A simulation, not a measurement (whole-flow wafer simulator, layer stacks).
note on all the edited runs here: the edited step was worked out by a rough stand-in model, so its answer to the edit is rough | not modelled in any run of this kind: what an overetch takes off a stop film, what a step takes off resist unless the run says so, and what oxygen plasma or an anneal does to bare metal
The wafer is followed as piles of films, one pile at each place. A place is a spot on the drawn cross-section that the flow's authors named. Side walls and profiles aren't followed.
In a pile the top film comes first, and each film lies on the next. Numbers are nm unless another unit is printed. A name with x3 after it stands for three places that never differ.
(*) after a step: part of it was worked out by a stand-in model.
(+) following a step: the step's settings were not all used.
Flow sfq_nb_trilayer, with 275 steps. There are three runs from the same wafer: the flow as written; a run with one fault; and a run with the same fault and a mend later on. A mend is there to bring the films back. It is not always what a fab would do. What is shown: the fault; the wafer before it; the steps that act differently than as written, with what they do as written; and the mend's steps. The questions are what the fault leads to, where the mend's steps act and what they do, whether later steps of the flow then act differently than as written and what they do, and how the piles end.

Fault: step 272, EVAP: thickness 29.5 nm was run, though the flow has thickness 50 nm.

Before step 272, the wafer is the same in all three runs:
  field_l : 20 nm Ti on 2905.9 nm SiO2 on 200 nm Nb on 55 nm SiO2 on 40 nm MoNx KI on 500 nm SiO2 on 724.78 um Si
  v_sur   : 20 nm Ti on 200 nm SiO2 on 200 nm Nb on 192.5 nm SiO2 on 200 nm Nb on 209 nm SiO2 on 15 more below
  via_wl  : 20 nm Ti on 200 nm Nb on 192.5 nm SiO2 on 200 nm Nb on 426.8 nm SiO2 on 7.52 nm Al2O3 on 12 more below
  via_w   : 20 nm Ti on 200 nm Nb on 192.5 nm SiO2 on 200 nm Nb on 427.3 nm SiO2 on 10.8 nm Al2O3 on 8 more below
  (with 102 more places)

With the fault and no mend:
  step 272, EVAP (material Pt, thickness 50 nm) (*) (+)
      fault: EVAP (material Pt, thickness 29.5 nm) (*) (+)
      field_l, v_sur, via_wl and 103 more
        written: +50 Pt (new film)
        fault: +29.5 Pt (new film)
  Steps later in the flow that act otherwise than as written:
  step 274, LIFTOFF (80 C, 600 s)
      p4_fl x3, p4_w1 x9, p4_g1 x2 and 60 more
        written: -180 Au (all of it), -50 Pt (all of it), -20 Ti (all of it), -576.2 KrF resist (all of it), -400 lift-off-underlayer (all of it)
        fault: -180 Au (all of it), -29.5 Pt (all of it), -20 Ti (all of it), -576.2 KrF resist (all of it), -400 lift-off-underlayer (all of it)
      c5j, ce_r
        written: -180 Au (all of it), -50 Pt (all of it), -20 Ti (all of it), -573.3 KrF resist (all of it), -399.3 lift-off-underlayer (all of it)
        fault: -180 Au (all of it), -29.5 Pt (all of it), -20 Ti (all of it), -573.3 KrF resist (all of it), -399.3 lift-off-underlayer (all of it)
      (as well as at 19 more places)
  At field_l, v_sur, via_wl and 8 more, the piles at the end differ from the flow's by more than 2% or 0.5 nm, whichever is larger.
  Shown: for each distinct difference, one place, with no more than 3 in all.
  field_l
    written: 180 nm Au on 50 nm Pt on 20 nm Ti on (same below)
    fault: 180 nm Au on 29.5 nm Pt on 20 nm Ti on (same below)

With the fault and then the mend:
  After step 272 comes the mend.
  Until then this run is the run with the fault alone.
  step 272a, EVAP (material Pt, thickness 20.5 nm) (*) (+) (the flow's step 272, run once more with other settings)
      field_l, v_sur, via_wl and 103 more
        +20.5 Pt
  Later steps of the flow that are run all act as written at every place that is followed.
  The piles end the same as the flow's at every place that both follow.
